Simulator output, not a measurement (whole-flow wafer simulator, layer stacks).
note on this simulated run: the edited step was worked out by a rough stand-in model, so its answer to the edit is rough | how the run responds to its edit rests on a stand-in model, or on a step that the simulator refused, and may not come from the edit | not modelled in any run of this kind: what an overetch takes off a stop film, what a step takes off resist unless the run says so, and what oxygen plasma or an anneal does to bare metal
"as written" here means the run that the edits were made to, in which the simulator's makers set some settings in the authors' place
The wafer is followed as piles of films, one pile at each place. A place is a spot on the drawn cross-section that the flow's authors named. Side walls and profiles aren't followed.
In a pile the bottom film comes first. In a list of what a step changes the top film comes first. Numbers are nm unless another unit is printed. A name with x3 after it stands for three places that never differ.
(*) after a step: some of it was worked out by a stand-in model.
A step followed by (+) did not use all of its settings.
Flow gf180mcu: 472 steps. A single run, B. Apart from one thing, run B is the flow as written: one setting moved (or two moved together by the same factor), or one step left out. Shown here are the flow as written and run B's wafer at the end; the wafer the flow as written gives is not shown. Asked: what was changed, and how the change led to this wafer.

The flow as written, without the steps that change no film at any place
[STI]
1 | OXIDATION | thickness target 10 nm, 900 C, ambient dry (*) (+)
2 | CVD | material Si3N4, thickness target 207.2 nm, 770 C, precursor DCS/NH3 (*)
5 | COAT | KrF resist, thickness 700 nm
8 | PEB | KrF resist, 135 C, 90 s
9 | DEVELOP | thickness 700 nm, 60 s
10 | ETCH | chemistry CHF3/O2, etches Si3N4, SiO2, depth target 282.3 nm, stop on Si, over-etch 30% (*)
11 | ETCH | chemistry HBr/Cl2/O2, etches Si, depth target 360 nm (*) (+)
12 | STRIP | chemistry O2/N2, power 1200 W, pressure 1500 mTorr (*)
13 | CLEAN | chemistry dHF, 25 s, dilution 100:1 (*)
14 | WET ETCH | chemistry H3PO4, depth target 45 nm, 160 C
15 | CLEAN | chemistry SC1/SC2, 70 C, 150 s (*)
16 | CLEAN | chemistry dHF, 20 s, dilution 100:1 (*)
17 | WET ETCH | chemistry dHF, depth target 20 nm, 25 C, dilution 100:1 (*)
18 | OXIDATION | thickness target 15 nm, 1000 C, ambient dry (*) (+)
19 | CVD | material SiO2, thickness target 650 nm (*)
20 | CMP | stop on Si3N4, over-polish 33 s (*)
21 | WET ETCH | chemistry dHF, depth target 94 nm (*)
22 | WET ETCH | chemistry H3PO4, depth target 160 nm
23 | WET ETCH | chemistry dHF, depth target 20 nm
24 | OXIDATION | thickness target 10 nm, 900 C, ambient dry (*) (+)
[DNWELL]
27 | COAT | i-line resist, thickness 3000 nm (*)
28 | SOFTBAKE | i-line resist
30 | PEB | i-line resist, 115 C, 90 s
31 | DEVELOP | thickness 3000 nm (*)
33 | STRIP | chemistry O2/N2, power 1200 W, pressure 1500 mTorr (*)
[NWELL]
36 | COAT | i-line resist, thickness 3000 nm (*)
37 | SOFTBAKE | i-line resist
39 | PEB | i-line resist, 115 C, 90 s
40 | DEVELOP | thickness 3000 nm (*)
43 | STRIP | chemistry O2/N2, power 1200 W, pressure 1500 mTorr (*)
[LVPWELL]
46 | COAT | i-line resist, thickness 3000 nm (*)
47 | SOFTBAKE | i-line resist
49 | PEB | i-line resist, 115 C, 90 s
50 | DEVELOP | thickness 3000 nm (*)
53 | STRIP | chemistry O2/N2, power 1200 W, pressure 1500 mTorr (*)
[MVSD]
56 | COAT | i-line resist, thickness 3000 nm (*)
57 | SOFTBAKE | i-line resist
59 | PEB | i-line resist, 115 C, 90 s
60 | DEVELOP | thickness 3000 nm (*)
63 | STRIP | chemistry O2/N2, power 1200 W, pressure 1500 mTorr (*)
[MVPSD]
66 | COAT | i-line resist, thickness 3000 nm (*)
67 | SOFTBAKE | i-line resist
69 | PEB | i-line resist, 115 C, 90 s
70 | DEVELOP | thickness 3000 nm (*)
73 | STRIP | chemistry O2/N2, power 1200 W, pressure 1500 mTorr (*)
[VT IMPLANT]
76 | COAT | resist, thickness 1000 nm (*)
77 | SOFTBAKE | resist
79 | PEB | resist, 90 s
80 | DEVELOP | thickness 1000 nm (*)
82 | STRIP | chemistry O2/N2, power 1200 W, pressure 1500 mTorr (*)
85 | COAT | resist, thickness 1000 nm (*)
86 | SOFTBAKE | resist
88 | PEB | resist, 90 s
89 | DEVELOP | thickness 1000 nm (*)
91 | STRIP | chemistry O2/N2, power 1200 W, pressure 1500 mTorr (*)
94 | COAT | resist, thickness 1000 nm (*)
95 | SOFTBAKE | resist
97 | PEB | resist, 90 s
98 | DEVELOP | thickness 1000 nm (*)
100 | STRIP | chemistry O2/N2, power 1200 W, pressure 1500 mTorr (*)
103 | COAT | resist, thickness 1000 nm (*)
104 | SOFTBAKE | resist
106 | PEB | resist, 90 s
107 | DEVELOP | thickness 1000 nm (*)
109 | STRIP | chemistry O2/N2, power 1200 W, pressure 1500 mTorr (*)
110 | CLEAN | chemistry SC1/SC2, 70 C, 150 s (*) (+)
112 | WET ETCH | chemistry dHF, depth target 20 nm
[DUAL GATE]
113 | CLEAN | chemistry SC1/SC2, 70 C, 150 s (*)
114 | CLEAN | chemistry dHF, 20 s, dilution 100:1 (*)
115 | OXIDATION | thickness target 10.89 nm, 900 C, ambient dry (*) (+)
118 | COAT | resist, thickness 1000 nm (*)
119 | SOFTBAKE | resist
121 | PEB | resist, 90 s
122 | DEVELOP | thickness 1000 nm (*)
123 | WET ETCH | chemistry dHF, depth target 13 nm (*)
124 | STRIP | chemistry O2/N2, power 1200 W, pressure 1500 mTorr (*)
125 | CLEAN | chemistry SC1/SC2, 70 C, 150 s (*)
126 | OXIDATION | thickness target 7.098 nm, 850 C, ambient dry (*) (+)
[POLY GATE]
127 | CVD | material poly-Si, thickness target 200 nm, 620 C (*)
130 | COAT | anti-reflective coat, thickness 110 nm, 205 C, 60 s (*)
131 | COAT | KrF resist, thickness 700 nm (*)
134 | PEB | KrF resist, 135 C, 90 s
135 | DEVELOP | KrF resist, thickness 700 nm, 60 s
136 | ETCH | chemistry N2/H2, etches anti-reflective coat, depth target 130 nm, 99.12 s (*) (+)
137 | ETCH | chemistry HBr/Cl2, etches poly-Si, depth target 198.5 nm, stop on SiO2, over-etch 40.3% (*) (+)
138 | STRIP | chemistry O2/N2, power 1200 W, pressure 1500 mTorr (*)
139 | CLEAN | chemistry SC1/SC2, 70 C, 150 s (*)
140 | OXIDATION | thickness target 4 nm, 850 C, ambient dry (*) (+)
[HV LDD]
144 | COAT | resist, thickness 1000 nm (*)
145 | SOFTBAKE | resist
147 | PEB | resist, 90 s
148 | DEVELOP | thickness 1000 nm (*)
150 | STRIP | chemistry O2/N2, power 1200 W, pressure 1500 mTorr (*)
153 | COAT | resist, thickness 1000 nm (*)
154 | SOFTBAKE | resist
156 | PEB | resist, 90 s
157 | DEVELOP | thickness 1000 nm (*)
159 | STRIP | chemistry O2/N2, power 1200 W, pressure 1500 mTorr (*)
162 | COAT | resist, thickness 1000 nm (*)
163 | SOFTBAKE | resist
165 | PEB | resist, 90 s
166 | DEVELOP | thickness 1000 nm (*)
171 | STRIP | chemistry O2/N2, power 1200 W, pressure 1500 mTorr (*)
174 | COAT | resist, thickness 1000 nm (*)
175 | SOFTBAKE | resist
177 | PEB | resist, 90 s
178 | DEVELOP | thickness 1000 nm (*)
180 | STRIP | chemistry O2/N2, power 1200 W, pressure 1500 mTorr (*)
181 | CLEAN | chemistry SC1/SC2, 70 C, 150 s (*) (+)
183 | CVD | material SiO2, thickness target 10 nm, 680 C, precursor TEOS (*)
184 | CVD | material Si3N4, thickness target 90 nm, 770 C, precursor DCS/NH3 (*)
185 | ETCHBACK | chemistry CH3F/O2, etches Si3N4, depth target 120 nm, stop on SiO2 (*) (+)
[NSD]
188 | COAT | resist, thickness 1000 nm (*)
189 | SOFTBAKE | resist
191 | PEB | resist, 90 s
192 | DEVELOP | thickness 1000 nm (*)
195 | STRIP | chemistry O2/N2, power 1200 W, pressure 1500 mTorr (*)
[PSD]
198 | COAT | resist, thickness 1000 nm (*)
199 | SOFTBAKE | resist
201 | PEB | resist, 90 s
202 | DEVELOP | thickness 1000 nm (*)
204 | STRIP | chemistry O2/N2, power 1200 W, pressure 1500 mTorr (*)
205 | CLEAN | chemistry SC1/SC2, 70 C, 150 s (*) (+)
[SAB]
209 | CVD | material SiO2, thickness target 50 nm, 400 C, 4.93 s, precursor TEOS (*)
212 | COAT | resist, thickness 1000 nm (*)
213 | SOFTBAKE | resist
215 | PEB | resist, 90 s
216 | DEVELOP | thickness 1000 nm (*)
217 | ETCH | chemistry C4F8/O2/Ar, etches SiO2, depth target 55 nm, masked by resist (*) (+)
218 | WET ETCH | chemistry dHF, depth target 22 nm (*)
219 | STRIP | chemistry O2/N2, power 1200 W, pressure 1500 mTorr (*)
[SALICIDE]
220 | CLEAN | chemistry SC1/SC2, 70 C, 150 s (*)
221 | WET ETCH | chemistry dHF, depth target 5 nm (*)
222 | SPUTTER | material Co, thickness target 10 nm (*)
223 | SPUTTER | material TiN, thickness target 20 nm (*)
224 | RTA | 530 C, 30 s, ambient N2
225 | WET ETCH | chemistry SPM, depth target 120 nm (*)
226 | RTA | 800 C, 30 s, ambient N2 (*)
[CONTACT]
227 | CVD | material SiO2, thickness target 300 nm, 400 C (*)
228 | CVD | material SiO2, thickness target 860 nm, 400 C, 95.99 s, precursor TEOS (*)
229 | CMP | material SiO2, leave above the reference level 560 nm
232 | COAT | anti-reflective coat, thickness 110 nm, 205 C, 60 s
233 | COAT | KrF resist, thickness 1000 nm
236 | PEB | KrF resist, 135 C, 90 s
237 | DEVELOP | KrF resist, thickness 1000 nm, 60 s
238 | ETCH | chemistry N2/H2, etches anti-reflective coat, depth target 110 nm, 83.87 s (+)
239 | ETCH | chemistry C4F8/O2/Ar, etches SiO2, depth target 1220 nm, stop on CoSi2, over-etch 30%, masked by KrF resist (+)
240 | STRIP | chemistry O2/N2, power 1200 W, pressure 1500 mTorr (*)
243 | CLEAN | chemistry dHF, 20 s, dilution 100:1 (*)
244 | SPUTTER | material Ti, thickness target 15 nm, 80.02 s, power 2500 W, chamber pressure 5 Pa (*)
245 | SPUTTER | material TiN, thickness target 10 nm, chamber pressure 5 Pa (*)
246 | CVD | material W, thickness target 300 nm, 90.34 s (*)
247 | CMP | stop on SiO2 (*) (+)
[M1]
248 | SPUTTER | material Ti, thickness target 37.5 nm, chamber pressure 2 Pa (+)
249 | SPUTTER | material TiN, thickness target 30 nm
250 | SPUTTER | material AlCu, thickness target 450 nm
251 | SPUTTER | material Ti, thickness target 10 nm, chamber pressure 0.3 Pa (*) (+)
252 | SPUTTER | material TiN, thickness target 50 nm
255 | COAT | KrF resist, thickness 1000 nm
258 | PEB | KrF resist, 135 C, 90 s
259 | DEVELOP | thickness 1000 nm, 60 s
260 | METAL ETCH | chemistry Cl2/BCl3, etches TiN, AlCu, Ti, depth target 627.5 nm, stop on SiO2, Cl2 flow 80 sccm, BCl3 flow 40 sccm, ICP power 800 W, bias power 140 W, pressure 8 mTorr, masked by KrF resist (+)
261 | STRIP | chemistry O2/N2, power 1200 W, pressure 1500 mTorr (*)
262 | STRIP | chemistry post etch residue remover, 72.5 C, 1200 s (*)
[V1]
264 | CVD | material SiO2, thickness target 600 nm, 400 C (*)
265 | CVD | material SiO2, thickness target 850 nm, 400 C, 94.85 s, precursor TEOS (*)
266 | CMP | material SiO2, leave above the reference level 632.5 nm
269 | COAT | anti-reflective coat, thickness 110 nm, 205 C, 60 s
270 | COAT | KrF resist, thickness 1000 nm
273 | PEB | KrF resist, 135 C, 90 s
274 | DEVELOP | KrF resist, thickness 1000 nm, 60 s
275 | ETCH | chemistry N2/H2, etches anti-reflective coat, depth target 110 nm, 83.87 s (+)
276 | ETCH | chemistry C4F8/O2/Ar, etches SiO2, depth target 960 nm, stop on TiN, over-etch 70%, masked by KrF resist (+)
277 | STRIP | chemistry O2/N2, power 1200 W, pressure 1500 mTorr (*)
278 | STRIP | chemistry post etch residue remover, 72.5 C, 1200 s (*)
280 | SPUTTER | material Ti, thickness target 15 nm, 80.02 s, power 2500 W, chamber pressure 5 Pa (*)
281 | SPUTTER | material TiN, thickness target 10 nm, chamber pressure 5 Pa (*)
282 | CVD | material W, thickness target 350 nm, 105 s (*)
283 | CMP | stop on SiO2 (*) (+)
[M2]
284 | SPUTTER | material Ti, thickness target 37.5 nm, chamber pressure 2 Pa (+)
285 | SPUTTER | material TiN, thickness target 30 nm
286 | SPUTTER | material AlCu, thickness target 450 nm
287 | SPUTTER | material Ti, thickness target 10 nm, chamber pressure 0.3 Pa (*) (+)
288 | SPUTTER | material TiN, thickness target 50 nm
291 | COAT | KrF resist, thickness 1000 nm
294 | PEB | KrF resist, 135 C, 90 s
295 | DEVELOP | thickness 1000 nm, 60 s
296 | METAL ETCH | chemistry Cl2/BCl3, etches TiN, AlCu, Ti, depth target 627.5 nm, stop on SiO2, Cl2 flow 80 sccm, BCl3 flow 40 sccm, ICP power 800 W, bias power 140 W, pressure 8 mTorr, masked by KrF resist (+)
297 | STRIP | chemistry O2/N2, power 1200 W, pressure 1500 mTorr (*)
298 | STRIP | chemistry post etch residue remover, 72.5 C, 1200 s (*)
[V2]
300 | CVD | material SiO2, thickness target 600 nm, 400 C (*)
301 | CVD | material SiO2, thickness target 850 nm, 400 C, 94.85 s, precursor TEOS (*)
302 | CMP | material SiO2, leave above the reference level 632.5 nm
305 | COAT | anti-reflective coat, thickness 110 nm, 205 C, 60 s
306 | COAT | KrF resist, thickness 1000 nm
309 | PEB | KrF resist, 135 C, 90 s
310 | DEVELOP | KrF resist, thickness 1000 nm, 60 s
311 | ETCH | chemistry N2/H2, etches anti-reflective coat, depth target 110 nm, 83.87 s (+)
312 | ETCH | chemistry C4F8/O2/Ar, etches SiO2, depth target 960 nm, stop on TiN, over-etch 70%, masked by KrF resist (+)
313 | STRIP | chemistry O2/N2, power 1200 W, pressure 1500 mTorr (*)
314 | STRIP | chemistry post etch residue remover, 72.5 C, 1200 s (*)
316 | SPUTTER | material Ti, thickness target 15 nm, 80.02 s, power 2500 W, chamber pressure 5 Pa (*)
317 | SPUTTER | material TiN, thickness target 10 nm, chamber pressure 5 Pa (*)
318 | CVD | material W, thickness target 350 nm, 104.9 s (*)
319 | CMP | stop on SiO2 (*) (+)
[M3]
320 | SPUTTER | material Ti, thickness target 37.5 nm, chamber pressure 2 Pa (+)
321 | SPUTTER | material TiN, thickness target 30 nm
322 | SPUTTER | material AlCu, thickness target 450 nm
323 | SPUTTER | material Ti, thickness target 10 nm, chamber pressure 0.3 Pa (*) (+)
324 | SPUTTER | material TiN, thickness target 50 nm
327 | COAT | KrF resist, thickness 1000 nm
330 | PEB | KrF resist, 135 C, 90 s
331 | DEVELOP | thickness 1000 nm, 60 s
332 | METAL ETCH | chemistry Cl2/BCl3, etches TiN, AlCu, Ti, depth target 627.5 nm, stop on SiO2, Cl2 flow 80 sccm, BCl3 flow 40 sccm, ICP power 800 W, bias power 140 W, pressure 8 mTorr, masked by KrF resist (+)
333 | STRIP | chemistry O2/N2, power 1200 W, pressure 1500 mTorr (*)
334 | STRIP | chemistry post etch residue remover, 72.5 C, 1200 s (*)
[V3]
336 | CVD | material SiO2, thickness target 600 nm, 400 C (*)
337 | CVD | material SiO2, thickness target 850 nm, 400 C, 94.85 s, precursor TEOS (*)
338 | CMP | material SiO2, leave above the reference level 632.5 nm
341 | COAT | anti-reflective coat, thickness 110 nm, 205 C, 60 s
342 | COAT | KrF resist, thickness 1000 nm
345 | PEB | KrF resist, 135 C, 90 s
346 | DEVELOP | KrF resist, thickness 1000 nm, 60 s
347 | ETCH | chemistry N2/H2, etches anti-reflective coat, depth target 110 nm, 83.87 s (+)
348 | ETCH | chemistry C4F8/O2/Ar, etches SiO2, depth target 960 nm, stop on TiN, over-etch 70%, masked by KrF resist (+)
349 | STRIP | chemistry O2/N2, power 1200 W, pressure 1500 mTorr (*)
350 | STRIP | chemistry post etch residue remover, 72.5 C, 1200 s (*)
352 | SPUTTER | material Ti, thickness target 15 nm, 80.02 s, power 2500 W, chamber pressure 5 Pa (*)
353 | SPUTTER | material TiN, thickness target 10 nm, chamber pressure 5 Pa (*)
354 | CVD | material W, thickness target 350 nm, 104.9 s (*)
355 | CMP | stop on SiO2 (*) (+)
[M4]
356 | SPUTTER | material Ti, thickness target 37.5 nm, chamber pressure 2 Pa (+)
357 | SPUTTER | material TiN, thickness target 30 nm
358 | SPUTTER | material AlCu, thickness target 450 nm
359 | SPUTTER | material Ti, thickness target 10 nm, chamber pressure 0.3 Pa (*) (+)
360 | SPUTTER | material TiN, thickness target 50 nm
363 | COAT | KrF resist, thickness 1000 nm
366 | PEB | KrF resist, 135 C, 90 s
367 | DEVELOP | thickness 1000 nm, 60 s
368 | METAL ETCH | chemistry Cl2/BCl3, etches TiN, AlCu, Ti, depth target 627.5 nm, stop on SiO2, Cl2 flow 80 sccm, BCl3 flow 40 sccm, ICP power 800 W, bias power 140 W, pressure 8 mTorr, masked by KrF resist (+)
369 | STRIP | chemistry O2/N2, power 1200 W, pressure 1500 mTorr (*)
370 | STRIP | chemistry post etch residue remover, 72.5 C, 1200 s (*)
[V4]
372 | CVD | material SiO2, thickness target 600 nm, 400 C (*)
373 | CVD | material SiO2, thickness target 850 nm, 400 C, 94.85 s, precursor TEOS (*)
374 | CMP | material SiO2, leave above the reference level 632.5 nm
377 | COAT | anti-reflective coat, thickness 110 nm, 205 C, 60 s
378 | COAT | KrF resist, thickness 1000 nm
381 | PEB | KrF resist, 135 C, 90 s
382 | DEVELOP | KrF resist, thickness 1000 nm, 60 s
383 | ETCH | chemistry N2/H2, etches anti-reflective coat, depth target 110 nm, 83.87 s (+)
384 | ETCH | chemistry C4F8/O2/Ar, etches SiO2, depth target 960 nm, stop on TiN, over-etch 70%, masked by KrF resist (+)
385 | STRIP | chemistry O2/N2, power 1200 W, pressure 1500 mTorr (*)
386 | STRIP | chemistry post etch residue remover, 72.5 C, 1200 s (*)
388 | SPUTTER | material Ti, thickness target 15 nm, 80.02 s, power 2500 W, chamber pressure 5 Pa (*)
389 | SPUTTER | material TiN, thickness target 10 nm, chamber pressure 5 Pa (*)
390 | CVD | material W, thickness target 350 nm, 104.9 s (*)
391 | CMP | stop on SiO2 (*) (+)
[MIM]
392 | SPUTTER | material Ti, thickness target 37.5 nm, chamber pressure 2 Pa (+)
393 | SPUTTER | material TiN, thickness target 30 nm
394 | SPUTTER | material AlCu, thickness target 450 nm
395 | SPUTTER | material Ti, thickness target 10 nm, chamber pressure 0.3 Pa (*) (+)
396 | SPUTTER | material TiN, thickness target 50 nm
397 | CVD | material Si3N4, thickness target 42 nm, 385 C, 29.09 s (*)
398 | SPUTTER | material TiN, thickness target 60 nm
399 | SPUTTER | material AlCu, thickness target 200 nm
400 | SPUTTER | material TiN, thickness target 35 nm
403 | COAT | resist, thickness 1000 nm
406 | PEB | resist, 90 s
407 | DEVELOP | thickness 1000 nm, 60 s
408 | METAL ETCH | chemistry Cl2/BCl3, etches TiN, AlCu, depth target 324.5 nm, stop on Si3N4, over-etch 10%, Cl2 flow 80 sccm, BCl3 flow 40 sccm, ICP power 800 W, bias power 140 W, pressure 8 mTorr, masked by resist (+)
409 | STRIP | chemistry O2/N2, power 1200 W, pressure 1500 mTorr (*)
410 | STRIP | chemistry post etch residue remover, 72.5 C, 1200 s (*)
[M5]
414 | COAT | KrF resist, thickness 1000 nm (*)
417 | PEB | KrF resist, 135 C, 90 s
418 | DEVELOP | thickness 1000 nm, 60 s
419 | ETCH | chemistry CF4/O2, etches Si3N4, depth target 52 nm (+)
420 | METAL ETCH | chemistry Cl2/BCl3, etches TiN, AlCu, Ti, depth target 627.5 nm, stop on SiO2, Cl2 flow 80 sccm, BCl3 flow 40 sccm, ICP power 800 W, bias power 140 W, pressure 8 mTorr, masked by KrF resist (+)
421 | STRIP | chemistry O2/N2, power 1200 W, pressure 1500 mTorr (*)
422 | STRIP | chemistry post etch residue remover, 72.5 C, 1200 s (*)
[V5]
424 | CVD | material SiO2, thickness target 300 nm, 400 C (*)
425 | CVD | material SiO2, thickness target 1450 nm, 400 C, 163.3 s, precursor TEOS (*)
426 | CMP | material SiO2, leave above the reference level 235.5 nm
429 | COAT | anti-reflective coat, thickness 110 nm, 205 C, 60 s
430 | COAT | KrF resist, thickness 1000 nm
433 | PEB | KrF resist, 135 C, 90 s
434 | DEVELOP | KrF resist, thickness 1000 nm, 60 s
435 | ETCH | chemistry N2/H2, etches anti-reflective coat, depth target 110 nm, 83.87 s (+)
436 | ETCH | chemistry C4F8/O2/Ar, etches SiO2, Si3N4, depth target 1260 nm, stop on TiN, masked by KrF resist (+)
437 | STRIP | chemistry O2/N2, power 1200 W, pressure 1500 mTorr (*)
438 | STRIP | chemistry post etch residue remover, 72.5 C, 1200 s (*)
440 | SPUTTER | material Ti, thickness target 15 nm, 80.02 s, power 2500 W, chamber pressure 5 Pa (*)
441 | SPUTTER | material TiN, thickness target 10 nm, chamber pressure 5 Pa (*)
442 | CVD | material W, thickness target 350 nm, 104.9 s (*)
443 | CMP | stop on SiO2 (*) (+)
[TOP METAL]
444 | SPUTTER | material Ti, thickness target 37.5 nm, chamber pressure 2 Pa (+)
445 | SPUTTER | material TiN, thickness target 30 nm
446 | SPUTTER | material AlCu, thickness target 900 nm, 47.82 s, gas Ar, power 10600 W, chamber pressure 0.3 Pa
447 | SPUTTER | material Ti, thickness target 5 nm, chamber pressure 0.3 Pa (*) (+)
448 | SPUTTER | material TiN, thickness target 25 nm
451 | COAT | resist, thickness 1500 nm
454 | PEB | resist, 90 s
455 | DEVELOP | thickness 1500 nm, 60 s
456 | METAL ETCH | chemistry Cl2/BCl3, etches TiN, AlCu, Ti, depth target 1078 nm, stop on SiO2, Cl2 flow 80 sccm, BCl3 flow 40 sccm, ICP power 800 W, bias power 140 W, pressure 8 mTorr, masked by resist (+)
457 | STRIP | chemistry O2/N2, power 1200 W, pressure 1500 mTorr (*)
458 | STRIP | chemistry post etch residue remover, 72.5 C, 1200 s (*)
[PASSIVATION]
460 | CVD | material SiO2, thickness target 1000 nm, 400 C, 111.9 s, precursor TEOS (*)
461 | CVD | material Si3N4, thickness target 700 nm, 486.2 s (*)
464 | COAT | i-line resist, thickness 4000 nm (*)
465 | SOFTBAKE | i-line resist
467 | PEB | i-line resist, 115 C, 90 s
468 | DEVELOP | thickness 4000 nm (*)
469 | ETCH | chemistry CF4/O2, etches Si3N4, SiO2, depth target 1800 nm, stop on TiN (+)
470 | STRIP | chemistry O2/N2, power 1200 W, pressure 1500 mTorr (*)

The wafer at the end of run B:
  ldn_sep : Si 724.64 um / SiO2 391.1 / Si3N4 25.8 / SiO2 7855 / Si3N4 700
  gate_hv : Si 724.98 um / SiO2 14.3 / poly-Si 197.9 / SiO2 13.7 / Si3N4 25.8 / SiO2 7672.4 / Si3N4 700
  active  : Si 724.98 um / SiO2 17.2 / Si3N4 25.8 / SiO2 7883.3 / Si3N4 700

Cause: step 185, ETCHBACK: depth target 60 nm was run, while the flow as written has depth target 120 nm.

Step by step, how the change led to this:
  185 | ETCHBACK | chemistry CH3F/O2, etches Si3N4, depth target 120 nm, stop on SiO2 (*) (+)
      field, field__w1, field__w2 and 100 more: -60 Si3N4 (in the flow as written it would be: -90 Si3N4 (all of it), -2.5 SiO2)
  188 | COAT | resist, thickness 1000 nm (*)
      spacer: +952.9 resist (new film) (in the flow as written it would be: +920.3 resist (new film))
  189 | SOFTBAKE | resist
      field__w9: -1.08 resist (in the flow as written it would be: +1.85 resist)
      nw_enc_fld_lv: +1.62 resist (in the flow as written it would be: +0.58 resist)
  191 | PEB | resist, 90 s
      spacer: -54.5 resist (in the flow as written it would be: -52.3 resist)
  192 | DEVELOP | thickness 1000 nm (*)
      spacer: -898.5 resist (all of it) (in the flow as written it would be: -868 resist (all of it))
  198 | COAT | resist, thickness 1000 nm (*)
      spacer: +952.9 resist (new film) (in the flow as written it would be: +920.3 resist (new film))
  199 | SOFTBAKE | resist
      field__w9: -1.08 resist (in the flow as written it would be: +1.85 resist)
      nw_enc_fld_lv: +1.62 resist (in the flow as written it would be: +0.58 resist)
  201 | PEB | resist, 90 s
      spacer: -54.5 resist (in the flow as written it would be: -52.3 resist)
  204 | STRIP | chemistry O2/N2, power 1200 W, pressure 1500 mTorr (*)
      spacer: -898.4 resist (all of it) (in the flow as written it would be: -868 resist (all of it))
  205 | CLEAN | chemistry SC1/SC2, 70 C, 150 s (*) (+)
      field, field__w1, field__w2 and 105 more: -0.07 Si3N4 (in the flow as written it would be: -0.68 SiO2)
  209 | CVD | material SiO2, thickness target 50 nm, 400 C, 4.93 s, precursor TEOS (*)
      field, field__w7, field__w8 and 73 more: +50 SiO2 (new film) (in the flow as written it would be: +50 SiO2)
      field_sub__w1, field_sub__w3, field_sub__w4, field_sub__w5, ld_drift_n: +48.8 SiO2 (new film) (in the flow as written it would be: +48.9 SiO2)
      (also at 27 further places)
  212 | COAT | resist, thickness 1000 nm (*)
      spacer: +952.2 resist (new film) (in the flow as written it would be: +919.2 resist (new film))
  215 | PEB | resist, 90 s
      spacer: -54.4 resist (in the flow as written it would be: -52.3 resist)
  216 | DEVELOP | thickness 1000 nm (*)
      spacer: -897.8 resist (all of it) (in the flow as written it would be: -866.9 resist (all of it))
  217 | ETCH | chemistry C4F8/O2/Ar, etches SiO2, depth target 55 nm, masked by resist (*) (+)
      field, field__w7, field__w8 and 70 more: -50 SiO2 (all of it), -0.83 Si3N4 (in the flow as written it would be: -55 SiO2)
      field_sub__w1, field_sub__w3, field_sub__w4, field_sub__w5, ld_drift_n: -48.8 SiO2 (all of it), -1.03 Si3N4 (in the flow as written it would be: -55 SiO2)
      (also at 21 further places)
  218 | WET ETCH | chemistry dHF, depth target 22 nm (*)
      gate, gate_hv, gate_p and 23 more: -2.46 Si3N4 (in the flow as written it would be: -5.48 SiO2 (all of it))
      field, field__w10, sti and 14 more: -2.46 Si3N4 (in the flow as written it would be: -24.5 SiO2)
      (also at 56 further places)
  ... 12 other steps ...
  471 | ANNEAL | 400 C, 1800 s, ambient N2/H2
      polyc_n, polyc_p: under 9 films: +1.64 void (new film), -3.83 Ti, +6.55 TiSi first (new film), -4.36 poly-Si (in the flow as written it would be: nothing)
      contact: under 49 films: +1.62 void (new film), -3.83 Ti, +6.55 TiSi first (new film), -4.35 Si (in the flow as written it would be: nothing)
With metal films that touch counted as one body, gate_hv has 0 bodies; the flow as written gives 1 body.
With metal films that touch counted as one body, active has 0 bodies; the flow as written gives 1 body.
